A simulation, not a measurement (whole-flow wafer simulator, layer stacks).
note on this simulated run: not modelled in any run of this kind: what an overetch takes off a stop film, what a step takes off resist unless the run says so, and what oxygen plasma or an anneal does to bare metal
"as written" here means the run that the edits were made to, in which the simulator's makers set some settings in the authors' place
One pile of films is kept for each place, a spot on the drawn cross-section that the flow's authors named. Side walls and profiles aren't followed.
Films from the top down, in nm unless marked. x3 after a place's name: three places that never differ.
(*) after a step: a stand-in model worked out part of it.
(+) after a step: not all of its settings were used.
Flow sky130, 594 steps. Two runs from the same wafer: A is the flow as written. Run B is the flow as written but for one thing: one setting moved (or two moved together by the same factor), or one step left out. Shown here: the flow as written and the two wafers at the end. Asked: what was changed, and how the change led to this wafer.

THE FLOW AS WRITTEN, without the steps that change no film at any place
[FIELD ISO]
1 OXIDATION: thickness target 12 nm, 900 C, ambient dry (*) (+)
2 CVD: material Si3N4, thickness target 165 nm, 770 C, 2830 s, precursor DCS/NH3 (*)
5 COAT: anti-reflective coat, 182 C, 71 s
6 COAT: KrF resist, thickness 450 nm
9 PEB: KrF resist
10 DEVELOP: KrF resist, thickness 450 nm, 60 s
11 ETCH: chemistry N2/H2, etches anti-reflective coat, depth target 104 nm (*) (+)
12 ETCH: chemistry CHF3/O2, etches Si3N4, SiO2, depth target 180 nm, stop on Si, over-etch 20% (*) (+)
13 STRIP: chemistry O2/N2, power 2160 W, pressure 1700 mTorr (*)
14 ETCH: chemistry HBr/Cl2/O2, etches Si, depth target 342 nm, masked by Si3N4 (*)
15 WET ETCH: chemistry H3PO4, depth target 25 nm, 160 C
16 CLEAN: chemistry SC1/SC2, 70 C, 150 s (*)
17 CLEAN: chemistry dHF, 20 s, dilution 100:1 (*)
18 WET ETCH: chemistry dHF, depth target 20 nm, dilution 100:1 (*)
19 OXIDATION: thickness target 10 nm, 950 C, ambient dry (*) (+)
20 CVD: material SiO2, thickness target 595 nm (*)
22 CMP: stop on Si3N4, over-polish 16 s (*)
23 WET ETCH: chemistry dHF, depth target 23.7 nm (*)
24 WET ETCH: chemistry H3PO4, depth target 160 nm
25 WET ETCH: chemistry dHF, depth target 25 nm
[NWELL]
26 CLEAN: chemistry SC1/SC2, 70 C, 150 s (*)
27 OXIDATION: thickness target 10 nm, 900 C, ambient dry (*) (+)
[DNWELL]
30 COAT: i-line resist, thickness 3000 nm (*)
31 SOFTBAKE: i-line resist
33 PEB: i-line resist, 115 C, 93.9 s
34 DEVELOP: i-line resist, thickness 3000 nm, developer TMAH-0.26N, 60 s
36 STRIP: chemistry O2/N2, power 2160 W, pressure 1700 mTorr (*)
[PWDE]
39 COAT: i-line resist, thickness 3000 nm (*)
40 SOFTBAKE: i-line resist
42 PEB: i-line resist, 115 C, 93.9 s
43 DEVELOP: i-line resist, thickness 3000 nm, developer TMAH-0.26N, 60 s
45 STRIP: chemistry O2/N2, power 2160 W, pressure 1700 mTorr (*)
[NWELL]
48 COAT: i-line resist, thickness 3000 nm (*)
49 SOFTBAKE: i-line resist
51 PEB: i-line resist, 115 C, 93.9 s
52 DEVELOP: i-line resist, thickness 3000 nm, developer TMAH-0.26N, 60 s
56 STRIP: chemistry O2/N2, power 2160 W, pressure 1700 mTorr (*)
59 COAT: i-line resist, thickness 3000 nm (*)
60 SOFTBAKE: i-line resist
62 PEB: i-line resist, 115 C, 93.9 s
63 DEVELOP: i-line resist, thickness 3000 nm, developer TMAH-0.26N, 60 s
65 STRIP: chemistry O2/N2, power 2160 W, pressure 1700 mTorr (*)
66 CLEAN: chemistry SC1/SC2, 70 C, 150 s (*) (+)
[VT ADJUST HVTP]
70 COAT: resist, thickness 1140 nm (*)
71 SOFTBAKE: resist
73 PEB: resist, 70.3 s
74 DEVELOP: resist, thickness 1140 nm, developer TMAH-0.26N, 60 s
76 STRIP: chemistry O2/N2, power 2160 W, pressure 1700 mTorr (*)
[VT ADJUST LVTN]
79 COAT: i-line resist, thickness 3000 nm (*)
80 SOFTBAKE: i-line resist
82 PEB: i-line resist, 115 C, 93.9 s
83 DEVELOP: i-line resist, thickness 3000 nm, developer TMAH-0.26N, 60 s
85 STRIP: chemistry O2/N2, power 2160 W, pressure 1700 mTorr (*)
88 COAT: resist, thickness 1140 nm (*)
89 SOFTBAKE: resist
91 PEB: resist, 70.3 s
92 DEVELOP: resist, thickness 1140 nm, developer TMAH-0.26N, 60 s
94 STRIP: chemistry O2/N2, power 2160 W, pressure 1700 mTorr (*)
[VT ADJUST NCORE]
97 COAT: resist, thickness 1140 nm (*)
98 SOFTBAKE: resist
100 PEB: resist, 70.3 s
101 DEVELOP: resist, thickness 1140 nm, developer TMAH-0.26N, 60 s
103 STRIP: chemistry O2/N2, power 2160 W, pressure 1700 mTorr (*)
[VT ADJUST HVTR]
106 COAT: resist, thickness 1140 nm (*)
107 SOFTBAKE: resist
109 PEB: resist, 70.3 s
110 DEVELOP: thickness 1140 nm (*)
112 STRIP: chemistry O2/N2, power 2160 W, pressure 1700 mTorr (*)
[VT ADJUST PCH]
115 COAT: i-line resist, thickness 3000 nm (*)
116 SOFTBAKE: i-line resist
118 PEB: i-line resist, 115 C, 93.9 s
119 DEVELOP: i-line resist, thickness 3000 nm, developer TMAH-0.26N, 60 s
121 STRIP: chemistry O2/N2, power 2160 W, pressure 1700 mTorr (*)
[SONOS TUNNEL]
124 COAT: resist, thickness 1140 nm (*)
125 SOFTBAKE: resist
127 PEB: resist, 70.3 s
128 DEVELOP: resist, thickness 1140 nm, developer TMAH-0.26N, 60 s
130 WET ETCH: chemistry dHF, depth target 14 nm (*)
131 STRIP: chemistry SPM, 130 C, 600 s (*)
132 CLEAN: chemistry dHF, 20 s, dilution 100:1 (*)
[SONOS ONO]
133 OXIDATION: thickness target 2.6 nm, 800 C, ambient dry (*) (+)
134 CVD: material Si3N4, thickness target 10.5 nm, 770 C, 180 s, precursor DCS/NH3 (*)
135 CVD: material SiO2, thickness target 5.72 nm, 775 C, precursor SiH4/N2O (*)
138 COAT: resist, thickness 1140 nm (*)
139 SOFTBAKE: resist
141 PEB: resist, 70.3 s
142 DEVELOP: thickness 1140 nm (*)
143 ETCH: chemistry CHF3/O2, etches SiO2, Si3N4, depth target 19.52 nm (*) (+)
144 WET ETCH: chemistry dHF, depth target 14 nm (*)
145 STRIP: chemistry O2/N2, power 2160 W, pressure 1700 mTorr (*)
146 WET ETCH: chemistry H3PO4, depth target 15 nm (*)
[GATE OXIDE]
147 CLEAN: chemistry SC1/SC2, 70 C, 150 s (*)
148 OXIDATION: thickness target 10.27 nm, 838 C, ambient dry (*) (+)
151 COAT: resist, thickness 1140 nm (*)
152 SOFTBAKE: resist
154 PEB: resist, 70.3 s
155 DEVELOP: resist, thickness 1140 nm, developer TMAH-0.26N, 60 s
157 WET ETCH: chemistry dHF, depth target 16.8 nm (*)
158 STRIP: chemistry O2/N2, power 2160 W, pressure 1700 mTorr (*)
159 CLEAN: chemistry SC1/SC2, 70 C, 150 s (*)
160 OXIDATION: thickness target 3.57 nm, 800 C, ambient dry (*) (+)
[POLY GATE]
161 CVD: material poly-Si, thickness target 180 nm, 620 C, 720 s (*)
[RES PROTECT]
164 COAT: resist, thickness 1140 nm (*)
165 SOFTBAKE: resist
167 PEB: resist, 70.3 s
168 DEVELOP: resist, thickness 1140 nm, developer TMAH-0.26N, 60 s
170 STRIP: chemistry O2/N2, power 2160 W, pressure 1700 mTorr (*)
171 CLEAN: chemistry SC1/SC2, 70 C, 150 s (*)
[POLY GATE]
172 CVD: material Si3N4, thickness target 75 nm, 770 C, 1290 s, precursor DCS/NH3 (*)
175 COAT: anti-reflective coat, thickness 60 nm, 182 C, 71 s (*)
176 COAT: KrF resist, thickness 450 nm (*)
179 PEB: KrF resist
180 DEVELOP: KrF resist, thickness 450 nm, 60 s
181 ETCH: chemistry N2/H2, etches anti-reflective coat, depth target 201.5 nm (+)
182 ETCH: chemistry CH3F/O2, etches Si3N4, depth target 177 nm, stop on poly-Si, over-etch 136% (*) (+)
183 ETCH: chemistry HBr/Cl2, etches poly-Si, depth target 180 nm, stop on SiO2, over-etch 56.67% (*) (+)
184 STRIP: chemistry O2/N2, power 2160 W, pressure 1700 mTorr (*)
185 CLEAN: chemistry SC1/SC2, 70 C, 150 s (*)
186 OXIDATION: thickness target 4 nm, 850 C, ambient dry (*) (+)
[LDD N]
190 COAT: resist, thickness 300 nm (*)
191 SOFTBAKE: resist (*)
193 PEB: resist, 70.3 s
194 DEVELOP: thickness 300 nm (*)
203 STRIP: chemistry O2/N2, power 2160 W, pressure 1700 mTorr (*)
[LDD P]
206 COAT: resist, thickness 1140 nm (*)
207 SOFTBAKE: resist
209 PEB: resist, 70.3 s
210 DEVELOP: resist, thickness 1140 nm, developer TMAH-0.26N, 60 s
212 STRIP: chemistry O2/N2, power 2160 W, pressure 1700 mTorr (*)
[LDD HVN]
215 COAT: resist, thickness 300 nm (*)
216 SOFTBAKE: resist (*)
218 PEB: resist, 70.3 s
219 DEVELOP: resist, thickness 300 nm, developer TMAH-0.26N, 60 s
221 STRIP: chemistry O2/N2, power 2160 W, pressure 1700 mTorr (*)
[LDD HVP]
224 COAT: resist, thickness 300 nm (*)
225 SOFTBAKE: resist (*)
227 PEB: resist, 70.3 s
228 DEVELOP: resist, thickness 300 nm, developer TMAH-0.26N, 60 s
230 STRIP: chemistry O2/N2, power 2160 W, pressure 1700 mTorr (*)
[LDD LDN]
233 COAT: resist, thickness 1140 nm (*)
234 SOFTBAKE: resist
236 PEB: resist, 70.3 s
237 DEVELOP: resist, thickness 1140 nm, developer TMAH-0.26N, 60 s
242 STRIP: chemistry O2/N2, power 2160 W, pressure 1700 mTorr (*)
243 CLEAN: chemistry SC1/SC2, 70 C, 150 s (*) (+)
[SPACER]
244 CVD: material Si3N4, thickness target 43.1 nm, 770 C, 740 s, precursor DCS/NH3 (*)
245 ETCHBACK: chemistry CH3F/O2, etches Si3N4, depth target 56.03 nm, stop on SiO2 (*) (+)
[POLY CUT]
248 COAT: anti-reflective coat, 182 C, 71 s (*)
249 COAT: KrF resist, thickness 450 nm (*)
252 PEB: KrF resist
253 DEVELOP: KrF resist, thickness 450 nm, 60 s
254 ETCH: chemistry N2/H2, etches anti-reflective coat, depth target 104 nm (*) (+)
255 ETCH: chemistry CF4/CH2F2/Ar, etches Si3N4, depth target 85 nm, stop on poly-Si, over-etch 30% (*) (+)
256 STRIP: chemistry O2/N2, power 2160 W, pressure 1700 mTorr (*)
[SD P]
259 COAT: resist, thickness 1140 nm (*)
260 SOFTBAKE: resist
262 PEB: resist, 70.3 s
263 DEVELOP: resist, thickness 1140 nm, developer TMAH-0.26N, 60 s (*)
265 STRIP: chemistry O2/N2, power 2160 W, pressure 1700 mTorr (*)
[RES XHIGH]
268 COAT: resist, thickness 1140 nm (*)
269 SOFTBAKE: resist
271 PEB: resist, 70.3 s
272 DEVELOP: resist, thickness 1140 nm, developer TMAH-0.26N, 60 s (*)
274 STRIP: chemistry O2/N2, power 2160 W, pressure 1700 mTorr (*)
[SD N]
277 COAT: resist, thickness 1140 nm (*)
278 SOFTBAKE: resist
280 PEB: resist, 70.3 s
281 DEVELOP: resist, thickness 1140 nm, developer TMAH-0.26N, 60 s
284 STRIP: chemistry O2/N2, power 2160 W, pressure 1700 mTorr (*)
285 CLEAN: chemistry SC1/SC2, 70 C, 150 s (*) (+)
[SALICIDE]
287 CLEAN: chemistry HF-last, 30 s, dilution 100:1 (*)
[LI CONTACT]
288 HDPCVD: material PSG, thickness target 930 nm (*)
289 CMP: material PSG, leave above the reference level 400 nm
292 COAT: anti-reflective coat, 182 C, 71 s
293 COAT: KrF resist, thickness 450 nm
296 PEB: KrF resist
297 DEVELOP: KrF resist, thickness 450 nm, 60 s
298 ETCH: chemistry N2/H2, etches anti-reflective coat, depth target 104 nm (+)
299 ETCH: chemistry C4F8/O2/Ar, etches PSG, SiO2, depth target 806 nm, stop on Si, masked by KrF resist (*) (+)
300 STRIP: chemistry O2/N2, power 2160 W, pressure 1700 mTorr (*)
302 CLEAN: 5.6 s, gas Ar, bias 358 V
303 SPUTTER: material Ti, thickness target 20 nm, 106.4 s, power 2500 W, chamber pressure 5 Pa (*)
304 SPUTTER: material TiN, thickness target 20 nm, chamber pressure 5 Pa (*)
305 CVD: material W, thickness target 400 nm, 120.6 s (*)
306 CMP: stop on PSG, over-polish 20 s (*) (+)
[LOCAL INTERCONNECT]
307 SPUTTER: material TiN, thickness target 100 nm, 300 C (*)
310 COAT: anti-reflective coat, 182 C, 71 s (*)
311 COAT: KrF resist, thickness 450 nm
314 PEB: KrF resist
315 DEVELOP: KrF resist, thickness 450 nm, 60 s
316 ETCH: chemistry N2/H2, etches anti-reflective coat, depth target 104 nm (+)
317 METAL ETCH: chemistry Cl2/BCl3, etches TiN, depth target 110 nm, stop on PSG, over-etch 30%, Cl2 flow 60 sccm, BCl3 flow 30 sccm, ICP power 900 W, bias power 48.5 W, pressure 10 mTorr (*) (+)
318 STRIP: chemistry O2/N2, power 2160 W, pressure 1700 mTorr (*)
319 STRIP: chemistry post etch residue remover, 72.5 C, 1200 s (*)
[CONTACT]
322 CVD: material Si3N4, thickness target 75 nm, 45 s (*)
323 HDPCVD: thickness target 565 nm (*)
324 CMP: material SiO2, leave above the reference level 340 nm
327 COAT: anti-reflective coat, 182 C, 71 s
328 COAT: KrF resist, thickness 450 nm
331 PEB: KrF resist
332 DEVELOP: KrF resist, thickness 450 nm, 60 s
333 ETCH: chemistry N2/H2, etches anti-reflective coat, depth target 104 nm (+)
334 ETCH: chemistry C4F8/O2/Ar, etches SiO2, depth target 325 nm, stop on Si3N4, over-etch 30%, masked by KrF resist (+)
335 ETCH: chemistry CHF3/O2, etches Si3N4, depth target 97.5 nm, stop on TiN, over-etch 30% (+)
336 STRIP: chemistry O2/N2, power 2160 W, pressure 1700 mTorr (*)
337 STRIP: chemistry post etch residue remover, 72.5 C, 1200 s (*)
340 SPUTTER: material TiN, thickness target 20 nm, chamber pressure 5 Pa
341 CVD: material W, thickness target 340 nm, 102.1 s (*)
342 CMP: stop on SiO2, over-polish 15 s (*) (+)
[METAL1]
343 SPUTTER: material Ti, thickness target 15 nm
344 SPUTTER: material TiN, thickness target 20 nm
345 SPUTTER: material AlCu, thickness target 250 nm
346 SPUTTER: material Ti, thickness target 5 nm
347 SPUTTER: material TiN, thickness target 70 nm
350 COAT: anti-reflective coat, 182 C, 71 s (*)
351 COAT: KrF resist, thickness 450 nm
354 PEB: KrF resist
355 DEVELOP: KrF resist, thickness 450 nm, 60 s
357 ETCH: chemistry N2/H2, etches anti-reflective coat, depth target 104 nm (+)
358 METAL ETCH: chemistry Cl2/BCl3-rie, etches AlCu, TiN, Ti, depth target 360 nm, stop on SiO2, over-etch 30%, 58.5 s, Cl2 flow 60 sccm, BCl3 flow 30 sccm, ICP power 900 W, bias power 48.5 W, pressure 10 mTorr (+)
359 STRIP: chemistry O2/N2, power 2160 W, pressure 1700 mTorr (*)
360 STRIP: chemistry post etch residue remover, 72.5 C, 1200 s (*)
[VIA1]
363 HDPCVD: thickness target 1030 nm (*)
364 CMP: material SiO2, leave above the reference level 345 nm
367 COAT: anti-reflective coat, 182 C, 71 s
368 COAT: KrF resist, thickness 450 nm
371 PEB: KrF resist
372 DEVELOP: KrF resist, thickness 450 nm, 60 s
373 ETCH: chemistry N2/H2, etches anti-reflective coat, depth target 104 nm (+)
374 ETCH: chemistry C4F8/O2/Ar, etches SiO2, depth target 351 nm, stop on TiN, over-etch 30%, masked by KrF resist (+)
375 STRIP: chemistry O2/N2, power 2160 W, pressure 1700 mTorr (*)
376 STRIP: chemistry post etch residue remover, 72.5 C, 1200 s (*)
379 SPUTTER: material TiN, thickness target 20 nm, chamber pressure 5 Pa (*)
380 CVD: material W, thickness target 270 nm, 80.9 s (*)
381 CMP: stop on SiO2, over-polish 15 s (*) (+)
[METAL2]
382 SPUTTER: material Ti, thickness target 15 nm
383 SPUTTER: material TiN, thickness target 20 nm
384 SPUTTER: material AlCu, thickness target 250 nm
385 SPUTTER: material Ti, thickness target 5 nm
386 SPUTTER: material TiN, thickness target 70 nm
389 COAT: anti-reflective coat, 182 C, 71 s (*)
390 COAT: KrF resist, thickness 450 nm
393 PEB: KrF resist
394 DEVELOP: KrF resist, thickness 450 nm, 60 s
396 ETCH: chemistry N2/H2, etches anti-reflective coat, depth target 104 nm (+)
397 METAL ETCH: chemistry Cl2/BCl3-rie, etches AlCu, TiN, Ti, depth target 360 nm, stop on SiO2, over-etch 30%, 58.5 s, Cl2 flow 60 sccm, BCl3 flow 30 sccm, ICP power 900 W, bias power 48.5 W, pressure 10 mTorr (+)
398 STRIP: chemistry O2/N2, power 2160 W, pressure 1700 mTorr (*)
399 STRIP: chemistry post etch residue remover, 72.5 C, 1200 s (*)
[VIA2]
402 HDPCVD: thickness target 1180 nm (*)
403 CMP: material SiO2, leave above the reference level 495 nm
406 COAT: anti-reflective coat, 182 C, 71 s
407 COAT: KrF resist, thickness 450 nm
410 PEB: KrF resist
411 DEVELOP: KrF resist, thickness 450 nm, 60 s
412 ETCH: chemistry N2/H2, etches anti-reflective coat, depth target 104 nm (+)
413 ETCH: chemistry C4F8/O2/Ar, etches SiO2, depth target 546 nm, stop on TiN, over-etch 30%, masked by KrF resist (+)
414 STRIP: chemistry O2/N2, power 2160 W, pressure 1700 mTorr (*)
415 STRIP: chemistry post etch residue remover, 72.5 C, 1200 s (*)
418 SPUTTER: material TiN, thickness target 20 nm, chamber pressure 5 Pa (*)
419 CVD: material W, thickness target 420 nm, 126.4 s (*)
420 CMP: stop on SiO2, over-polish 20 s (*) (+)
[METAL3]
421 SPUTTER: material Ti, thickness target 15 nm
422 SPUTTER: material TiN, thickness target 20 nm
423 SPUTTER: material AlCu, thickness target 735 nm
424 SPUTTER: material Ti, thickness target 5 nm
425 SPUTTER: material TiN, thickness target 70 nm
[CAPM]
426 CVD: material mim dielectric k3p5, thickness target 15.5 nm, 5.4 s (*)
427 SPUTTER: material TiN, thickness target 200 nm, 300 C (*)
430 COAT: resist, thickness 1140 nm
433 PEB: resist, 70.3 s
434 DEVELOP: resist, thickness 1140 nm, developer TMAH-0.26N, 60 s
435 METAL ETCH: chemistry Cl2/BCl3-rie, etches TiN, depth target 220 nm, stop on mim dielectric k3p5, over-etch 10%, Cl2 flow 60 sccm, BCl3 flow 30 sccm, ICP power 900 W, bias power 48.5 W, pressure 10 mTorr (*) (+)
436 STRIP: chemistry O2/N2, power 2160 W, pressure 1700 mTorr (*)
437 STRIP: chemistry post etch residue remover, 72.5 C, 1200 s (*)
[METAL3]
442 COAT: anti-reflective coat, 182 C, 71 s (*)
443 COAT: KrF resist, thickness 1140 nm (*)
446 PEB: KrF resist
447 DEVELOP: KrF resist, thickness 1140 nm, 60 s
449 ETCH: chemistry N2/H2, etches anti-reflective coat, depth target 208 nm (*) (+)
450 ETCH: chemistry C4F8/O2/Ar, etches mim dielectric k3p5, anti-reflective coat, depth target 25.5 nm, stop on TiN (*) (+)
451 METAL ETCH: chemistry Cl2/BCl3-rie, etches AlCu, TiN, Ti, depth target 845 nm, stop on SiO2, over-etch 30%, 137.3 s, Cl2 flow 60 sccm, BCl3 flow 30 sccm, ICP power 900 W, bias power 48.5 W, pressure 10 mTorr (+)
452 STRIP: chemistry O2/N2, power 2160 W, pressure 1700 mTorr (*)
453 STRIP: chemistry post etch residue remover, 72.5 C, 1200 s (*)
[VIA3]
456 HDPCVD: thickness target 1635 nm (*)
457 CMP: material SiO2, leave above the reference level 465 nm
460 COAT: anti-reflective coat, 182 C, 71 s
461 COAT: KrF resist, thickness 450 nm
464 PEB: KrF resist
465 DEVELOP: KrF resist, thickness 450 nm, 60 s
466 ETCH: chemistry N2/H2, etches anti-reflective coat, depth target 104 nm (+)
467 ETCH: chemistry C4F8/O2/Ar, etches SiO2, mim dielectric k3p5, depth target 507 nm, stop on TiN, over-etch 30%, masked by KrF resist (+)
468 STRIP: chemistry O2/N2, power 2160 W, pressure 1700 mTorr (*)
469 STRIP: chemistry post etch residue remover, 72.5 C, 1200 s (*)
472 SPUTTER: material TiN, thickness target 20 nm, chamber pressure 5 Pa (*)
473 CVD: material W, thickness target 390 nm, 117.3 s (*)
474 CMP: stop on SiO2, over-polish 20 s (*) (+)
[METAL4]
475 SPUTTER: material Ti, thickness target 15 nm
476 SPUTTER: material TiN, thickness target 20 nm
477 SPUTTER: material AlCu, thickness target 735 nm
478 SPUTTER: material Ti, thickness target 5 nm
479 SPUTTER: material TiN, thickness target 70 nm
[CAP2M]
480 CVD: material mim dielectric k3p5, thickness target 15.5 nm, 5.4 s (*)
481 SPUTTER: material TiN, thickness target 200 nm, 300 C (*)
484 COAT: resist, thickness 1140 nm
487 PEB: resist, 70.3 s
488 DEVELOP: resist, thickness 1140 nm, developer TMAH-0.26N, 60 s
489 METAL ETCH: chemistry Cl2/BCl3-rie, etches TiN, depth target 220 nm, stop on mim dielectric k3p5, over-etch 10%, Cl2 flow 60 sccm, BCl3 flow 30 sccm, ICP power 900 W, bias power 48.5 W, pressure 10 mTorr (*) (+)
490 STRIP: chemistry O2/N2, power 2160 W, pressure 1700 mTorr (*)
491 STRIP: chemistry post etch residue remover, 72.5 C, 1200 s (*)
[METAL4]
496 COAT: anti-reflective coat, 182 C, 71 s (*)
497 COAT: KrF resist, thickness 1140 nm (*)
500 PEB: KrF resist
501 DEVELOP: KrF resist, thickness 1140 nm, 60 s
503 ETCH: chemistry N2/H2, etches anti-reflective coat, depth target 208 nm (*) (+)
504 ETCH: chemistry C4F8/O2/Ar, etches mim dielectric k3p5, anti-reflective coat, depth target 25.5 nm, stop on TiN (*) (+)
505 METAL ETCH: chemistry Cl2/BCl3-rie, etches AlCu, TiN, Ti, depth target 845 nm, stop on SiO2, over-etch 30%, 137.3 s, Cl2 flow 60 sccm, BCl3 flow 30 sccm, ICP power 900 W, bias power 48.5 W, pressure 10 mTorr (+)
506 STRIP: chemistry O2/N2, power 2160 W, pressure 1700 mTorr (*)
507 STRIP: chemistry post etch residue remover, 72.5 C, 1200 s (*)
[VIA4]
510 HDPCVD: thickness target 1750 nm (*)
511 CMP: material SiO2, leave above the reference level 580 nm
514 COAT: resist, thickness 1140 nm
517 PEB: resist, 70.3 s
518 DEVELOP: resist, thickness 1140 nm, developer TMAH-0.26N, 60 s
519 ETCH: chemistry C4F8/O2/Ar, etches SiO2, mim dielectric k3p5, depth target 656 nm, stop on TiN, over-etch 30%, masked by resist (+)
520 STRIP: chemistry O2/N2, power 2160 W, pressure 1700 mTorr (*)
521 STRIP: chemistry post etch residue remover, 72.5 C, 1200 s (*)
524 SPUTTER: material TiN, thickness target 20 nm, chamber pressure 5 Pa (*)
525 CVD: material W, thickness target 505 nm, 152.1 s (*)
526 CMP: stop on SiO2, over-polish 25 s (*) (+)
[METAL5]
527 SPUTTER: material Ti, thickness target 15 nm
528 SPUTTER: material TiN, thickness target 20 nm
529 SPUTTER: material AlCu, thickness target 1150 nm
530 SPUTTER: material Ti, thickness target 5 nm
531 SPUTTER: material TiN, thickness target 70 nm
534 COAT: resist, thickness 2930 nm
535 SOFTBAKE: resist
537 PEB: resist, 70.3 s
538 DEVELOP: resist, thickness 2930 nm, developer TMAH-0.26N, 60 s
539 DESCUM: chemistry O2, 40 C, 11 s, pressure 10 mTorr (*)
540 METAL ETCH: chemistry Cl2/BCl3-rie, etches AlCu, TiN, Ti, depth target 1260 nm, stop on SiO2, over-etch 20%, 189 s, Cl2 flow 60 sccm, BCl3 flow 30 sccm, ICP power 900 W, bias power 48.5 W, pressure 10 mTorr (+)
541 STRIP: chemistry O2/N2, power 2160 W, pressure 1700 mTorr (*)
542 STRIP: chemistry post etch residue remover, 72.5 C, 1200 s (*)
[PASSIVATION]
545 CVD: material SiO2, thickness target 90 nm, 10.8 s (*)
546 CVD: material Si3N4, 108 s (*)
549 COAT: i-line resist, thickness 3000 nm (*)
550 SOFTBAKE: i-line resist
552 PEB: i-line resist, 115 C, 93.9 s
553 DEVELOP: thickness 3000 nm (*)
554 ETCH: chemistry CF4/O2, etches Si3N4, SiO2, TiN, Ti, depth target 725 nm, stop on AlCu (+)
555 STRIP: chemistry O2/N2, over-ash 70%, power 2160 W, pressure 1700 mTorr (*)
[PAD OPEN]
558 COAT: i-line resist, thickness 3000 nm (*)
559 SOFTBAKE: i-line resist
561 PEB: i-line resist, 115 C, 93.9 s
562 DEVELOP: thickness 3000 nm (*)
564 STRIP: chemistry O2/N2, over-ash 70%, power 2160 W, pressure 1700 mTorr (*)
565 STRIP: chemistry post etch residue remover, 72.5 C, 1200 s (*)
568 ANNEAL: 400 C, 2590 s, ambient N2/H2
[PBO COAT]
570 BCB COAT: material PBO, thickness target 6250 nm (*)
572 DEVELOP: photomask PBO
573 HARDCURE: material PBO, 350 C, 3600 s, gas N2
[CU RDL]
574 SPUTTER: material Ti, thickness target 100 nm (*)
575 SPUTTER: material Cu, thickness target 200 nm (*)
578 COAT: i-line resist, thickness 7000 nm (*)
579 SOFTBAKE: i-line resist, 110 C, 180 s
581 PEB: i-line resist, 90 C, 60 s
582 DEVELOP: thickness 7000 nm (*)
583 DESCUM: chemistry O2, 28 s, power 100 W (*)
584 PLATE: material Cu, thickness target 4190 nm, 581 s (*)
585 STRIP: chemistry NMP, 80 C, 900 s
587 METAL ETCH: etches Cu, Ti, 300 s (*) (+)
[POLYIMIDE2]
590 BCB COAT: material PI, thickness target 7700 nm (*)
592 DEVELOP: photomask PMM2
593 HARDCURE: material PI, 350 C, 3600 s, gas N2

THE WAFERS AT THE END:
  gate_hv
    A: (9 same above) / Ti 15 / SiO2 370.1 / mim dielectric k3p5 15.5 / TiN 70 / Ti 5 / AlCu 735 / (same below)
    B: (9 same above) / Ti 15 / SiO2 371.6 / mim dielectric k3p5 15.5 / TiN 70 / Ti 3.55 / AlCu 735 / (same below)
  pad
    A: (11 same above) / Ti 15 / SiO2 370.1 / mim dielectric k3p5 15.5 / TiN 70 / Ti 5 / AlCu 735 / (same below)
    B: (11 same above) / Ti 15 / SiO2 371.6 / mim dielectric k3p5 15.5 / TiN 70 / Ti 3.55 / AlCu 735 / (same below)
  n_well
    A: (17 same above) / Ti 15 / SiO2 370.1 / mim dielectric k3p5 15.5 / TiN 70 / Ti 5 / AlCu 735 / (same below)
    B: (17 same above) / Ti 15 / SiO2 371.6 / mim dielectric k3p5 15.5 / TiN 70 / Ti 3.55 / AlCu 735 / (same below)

The cause: step 424, SPUTTER: thickness target 3.55 nm was run, where the flow has thickness target 5 nm.
It can be read off the wafer: gate_hv has Ti 3.55, and step 424 as written asks for 5 nm.

How the change led to this, step by step:
  424 SPUTTER: material Ti, thickness target 5 nm
      field, active, n_well and 188 more: A Ti +5 (new film) | B Ti +3.55 (new film)
  451 METAL ETCH: chemistry Cl2/BCl3-rie, etches AlCu, TiN, Ti, depth target 845 nm, stop on SiO2, over-etch 30%, 137.3 s, Cl2 flow 60 sccm, BCl3 flow 30 sccm, ICP power 900 W, bias power 48.5 W, pressure 10 mTorr (+)
      field, gate, spacer and 68 more: A TiN -70 (all of it), Ti -5 (all of it), AlCu -735 (all of it), TiN -20 (all of it), Ti -15 (all of it), SiO2 -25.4 | B TiN -70 (all of it), Ti -3.55 (all of it), AlCu -735 (all of it), TiN -20 (all of it), Ti -15 (all of it), SiO2 -25.5
      active, vpp_ln, vpp_iso2 and 11 more: A TiN -70 (all of it), Ti -5 (all of it), AlCu -735 (all of it), TiN -20 (all of it), Ti -15 (all of it), SiO2 -25.3 | B TiN -70 (all of it), Ti -3.55 (all of it), AlCu -735 (all of it), TiN -20 (all of it), Ti -15 (all of it), SiO2 -25.5
